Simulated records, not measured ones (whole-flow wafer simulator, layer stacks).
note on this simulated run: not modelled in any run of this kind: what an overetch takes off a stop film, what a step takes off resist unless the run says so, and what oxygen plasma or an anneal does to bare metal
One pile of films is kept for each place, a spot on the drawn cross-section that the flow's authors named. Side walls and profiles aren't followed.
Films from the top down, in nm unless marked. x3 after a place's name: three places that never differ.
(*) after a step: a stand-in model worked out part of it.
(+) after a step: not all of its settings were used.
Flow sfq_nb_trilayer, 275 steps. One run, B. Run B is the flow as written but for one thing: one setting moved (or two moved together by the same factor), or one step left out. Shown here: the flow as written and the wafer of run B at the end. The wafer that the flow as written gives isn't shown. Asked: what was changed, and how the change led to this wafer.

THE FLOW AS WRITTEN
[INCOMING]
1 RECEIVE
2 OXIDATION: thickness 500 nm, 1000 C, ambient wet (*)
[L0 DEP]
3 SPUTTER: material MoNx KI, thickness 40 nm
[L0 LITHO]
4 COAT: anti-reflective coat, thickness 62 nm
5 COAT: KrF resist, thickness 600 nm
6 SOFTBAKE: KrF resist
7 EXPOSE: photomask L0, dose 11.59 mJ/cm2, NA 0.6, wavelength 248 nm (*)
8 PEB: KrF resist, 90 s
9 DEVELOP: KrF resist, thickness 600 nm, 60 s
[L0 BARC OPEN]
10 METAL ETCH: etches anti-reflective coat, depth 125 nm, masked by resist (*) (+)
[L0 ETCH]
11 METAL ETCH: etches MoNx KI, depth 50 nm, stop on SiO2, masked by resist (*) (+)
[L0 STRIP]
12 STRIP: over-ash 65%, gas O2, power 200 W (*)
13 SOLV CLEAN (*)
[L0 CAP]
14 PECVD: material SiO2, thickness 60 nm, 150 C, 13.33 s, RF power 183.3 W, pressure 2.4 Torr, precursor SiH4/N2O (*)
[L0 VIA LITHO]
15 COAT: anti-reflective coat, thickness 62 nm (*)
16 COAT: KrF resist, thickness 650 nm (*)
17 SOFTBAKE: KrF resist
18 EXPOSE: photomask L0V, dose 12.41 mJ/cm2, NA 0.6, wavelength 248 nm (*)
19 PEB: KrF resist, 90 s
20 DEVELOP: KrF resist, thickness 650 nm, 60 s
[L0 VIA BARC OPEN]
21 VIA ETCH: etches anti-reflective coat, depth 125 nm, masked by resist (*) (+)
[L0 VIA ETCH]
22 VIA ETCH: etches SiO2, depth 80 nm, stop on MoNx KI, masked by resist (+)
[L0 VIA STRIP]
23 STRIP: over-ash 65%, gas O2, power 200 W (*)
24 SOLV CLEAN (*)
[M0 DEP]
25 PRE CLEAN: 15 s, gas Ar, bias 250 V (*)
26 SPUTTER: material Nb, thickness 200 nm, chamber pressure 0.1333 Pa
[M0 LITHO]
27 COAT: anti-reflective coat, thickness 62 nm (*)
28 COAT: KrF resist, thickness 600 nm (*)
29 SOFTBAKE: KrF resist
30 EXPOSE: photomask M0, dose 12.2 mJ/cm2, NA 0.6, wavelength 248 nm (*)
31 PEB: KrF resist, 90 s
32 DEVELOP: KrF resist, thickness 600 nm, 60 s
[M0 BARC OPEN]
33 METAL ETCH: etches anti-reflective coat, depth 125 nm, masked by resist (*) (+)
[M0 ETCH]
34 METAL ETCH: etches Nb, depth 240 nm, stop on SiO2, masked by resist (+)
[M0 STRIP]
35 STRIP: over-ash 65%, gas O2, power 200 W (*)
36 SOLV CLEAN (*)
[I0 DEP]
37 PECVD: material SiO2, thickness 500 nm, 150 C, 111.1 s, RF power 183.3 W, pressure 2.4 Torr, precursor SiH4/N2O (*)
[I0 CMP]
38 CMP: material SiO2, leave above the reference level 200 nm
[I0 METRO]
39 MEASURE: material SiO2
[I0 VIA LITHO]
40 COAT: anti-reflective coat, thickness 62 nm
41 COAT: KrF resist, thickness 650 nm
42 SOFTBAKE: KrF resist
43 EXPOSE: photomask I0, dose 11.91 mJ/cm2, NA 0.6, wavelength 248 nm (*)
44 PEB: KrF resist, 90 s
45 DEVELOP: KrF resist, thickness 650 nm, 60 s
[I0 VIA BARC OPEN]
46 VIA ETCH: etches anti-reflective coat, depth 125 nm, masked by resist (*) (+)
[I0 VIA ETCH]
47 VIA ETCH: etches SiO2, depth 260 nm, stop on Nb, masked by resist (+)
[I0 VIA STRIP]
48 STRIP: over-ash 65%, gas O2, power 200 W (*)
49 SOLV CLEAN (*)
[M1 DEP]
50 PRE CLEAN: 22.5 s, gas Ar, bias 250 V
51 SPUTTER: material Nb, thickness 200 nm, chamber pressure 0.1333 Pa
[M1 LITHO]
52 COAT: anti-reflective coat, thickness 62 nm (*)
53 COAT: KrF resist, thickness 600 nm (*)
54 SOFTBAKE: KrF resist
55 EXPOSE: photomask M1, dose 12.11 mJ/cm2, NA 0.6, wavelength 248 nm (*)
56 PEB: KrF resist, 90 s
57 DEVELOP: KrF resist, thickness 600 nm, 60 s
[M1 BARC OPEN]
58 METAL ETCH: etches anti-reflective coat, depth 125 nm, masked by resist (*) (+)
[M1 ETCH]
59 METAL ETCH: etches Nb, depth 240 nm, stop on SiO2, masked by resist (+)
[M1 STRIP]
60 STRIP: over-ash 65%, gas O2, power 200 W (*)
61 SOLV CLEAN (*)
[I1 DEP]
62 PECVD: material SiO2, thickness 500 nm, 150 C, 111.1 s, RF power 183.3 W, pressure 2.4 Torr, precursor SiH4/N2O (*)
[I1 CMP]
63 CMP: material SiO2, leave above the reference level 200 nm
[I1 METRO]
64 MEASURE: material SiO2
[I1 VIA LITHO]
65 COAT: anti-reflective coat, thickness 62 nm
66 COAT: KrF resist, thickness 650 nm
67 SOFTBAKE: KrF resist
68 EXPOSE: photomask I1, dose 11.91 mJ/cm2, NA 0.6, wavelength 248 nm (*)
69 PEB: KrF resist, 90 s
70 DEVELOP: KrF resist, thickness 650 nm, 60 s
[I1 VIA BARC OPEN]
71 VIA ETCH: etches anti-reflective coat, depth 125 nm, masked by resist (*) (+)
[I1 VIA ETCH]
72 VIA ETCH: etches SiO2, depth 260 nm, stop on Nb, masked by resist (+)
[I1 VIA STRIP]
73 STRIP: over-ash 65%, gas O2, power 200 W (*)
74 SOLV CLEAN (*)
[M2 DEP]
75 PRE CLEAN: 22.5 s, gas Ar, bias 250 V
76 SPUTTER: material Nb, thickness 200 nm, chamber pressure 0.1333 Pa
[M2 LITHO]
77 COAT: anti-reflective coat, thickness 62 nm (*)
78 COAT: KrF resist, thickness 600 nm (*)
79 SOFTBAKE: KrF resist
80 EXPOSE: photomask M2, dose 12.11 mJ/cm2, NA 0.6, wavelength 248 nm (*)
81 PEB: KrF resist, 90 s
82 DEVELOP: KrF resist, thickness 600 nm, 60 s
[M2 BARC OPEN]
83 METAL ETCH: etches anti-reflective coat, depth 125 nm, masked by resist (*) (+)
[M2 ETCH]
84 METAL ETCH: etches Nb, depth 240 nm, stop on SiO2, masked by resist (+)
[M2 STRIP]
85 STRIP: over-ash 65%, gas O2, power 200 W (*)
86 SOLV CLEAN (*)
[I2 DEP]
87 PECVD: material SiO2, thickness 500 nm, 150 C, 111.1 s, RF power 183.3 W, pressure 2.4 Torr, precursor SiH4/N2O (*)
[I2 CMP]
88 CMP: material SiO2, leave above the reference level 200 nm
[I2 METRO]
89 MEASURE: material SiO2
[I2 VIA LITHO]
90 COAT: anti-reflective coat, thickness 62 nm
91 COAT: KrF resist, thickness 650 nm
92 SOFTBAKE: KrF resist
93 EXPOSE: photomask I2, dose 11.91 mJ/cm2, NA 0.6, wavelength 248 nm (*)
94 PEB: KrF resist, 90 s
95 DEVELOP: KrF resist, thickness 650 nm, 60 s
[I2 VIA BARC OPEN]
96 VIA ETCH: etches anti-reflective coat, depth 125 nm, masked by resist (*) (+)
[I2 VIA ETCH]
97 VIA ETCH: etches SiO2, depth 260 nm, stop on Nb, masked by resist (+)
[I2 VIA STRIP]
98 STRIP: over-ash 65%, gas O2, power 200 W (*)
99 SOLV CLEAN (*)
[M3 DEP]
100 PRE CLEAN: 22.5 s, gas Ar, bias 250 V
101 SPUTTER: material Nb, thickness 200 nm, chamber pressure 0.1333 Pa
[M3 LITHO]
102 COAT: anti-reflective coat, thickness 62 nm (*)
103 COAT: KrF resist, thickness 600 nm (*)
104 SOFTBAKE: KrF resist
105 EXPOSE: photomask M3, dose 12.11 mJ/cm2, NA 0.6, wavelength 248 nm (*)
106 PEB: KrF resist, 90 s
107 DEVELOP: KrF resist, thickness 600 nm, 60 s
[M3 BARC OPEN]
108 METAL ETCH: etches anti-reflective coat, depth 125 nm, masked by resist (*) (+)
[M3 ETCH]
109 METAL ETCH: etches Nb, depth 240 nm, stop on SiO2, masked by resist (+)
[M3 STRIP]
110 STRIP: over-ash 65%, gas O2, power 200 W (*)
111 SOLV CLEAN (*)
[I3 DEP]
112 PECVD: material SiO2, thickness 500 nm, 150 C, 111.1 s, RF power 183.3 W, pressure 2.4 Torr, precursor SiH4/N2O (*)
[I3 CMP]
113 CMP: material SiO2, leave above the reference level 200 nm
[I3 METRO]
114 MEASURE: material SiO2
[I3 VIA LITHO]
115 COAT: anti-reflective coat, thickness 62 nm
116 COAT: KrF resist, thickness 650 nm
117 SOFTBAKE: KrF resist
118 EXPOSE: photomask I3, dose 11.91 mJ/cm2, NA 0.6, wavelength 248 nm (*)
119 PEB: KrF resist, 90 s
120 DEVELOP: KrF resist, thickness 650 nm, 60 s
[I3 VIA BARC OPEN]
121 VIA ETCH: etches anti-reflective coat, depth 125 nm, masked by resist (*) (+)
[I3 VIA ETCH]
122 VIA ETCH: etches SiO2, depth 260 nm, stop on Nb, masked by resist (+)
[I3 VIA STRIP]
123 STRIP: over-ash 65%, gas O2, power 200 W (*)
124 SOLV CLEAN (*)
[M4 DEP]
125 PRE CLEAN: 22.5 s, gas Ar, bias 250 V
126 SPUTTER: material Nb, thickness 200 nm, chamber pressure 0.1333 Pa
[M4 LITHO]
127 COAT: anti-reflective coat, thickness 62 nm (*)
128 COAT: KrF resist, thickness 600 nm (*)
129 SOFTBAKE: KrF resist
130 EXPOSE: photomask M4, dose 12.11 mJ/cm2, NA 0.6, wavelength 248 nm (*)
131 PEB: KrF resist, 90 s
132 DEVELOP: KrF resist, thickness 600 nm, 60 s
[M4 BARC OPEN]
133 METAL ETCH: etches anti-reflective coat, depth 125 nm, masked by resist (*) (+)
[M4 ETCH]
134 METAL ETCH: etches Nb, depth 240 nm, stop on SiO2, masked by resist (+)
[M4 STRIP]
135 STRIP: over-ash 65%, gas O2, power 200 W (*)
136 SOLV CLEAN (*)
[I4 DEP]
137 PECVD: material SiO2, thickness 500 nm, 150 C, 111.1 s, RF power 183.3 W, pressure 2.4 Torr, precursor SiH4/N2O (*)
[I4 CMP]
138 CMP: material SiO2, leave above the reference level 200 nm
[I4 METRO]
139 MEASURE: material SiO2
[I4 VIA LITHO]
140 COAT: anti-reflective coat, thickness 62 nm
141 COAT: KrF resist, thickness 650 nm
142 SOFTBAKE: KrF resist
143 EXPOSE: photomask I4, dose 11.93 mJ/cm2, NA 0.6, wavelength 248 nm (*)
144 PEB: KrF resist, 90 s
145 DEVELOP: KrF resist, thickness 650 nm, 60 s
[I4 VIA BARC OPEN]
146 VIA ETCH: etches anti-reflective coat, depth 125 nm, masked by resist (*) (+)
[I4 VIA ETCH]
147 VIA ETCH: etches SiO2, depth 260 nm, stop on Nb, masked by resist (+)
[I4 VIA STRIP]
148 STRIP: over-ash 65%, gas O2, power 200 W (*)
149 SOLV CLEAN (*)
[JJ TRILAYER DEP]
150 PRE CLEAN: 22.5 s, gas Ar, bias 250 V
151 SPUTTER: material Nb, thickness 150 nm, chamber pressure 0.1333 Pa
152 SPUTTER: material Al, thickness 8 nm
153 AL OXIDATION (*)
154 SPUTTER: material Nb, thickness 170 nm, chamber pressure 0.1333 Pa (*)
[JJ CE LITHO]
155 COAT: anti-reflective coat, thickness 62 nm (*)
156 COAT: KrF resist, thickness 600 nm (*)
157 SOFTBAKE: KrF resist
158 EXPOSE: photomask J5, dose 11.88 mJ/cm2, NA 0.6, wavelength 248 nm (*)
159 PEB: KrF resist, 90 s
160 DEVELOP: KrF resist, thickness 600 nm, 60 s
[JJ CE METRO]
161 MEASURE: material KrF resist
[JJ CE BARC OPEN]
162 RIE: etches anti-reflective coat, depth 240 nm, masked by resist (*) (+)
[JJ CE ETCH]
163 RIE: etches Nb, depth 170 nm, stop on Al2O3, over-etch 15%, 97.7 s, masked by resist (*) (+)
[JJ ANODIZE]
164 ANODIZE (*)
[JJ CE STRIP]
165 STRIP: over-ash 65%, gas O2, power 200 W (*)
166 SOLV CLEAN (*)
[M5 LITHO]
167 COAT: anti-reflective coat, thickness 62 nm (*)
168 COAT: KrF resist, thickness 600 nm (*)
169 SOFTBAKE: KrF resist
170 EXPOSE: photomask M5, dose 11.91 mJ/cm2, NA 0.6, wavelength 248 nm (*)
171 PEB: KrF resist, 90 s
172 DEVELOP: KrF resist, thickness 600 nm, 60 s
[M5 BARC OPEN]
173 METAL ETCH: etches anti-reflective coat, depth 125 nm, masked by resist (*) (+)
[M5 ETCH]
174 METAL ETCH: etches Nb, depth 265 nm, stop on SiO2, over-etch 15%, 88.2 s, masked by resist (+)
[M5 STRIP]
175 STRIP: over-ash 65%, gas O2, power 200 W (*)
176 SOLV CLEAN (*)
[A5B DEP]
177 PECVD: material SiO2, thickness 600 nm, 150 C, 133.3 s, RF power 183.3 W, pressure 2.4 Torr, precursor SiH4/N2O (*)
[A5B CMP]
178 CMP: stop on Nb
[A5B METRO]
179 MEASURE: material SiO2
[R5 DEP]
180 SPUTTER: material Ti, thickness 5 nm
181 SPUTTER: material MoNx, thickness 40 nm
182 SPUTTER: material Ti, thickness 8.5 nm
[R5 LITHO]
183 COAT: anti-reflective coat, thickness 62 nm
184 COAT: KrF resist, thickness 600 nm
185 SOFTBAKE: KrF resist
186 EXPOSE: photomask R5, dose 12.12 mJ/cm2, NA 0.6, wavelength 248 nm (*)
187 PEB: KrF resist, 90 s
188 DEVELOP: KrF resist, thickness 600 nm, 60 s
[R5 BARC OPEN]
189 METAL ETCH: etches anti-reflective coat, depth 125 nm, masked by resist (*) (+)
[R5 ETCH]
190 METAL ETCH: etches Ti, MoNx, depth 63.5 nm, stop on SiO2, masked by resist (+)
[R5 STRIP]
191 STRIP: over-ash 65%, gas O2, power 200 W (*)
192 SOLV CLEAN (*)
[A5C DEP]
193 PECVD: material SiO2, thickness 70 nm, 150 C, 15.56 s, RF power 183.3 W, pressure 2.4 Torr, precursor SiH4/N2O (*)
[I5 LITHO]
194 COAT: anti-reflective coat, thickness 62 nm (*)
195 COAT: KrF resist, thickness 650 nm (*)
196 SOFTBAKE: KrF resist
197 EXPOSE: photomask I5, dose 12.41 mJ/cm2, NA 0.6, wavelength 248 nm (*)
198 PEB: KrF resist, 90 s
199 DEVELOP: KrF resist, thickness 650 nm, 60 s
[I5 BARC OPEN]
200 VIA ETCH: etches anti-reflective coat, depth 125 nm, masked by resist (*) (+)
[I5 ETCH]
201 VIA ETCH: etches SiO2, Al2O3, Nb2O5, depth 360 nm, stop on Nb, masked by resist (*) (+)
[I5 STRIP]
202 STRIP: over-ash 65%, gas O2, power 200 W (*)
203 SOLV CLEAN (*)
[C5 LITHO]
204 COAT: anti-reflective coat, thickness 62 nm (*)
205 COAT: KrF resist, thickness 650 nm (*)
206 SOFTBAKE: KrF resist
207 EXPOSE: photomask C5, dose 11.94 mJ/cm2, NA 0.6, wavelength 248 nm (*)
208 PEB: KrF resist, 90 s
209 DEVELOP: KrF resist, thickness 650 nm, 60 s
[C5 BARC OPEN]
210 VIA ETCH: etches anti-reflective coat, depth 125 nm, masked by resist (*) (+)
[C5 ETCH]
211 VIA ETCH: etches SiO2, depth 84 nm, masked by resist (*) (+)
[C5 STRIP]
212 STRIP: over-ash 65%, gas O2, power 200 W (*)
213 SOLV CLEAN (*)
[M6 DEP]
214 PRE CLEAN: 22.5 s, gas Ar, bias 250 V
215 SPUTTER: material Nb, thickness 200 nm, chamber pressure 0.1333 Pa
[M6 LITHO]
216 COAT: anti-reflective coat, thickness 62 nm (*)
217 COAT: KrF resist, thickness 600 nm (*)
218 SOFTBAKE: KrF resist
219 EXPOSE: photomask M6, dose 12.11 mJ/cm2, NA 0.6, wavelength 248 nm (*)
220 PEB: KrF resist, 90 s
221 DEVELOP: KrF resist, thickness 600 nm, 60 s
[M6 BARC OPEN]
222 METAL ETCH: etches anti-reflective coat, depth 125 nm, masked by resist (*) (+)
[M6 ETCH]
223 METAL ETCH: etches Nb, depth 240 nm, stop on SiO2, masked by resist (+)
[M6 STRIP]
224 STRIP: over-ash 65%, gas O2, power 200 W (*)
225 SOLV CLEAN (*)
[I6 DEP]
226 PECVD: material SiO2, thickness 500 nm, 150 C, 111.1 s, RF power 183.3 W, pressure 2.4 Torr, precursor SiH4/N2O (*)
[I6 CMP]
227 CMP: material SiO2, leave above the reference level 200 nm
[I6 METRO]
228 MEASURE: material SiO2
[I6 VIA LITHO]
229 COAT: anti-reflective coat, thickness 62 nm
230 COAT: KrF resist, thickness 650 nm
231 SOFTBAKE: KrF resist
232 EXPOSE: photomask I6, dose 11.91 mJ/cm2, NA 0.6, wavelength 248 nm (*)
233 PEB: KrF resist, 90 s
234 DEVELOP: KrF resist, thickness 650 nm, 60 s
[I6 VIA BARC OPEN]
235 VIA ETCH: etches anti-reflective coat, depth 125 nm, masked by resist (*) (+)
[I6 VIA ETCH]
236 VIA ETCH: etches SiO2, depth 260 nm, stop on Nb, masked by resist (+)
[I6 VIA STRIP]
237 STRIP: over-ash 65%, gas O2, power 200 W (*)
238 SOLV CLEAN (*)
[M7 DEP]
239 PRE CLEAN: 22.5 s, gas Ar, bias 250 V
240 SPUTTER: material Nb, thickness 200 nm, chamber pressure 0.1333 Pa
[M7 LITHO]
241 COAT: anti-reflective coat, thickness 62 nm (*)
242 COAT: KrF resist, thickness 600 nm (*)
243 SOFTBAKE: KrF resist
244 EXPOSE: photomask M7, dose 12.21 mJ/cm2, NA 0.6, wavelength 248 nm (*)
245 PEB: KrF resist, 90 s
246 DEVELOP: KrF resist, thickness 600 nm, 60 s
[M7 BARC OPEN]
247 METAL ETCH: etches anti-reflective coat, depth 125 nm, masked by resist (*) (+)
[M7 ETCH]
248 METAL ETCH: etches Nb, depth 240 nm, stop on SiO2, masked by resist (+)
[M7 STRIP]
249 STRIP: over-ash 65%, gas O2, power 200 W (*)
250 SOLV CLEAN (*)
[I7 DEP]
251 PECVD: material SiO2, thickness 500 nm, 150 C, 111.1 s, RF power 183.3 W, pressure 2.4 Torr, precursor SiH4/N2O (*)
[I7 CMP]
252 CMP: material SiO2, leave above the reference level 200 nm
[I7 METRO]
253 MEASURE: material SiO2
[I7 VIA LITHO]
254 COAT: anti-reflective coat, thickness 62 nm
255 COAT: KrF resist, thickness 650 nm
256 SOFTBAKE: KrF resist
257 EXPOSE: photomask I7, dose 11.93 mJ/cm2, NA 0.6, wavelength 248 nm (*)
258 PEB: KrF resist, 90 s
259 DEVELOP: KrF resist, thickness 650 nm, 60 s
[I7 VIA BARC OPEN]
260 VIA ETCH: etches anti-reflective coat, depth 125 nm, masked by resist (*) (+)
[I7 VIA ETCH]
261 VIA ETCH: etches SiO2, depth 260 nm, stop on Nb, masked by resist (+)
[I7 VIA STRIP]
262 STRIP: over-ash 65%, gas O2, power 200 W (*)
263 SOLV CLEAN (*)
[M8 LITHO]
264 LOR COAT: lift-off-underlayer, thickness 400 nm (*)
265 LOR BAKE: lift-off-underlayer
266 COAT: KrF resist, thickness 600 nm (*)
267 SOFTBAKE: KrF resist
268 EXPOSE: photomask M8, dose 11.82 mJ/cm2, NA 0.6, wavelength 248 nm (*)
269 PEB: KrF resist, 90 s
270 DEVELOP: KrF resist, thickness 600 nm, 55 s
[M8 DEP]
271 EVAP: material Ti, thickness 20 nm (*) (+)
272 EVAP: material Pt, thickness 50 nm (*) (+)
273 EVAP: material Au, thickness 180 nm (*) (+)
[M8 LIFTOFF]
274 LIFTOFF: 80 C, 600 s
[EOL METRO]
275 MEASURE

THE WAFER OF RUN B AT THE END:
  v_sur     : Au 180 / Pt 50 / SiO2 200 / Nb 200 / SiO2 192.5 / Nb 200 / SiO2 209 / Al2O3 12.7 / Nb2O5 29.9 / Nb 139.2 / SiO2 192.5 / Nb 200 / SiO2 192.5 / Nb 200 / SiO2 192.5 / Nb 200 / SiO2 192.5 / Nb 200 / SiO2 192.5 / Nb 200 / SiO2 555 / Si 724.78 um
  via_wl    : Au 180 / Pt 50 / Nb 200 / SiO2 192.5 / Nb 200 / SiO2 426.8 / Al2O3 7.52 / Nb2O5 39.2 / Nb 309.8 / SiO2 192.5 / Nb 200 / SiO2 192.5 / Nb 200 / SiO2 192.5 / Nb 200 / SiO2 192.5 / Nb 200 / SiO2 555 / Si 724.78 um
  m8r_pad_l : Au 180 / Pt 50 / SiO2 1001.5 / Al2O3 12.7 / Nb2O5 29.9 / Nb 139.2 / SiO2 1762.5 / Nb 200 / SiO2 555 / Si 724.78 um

The cause: step 271, EVAP: material Ti, thickness 20 nm (*) (+), was left out.

How the change led to this, step by step:
  274 LIFTOFF: 80 C, 600 s
      p4_fl, p4_fm, p4_w1 and 71 more: Au -180 (all of it), Pt -50 (all of it), KrF resist -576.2 (all of it), lift-off-underlayer -400 (all of it) (as written it would be: Au -180 (all of it), Pt -50 (all of it), Ti -20 (all of it), KrF resist -576.2 (all of it), lift-off-underlayer -400 (all of it))
      c5j, ce_r: Au -180 (all of it), Pt -50 (all of it), KrF resist -573.3 (all of it), lift-off-underlayer -399.3 (all of it) (as written it would be: Au -180 (all of it), Pt -50 (all of it), Ti -20 (all of it), KrF resist -573.3 (all of it), lift-off-underlayer -399.3 (all of it))
      (and at 19 more places)
